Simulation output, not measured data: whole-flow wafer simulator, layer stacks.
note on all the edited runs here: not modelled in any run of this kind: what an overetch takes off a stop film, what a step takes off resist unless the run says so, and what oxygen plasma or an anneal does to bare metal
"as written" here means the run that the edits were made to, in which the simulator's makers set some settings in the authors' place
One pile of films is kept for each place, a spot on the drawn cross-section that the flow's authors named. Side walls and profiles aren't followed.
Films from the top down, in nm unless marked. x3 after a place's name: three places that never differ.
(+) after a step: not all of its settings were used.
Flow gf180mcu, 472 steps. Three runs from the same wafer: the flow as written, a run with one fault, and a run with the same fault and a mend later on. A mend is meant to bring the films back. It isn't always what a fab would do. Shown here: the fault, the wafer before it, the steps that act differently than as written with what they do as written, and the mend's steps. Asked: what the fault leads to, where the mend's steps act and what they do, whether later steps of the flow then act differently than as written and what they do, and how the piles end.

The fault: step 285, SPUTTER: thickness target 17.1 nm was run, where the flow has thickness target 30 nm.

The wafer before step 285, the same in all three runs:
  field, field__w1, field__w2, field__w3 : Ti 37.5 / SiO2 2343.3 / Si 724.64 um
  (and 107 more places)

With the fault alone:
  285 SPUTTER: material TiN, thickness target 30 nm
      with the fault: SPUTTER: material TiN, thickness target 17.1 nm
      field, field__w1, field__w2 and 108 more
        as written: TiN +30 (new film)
        with the fault: TiN +17.1 (new film)
  Later steps of the flow that act differently than as written:
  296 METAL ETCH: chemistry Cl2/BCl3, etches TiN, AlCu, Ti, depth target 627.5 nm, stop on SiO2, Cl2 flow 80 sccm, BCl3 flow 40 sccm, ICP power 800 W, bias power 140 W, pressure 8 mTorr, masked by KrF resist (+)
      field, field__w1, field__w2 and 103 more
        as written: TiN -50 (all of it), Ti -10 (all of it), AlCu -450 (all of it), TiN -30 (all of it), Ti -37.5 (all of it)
        with the fault: TiN -50 (all of it), Ti -10 (all of it), AlCu -450 (all of it), TiN -17.1 (all of it), Ti -37.5 (all of it)
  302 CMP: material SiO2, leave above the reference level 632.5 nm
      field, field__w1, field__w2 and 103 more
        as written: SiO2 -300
        with the fault: SiO2 -312.9
  At the end the piles differ from the flow's by more than 2% or 0.5 nm, whichever is larger, at field__w8, contact, m1, m1__w1, m1_nw.
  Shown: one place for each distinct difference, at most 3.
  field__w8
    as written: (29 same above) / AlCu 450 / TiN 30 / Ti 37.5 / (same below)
    with the fault: (29 same above) / AlCu 450 / TiN 17.1 / Ti 37.5 / (same below)
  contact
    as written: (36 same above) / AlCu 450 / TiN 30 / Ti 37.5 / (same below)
    with the fault: (36 same above) / AlCu 450 / TiN 17.1 / Ti 37.5 / (same below)

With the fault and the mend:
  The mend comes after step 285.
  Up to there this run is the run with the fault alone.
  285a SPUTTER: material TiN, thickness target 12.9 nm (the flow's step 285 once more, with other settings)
      field, field__w1, field__w2 and 108 more
        TiN +12.9
  No later step of the flow acts differently than as written at any place that is followed.
  At the end the piles are the same as the flow's at every place that both follow.
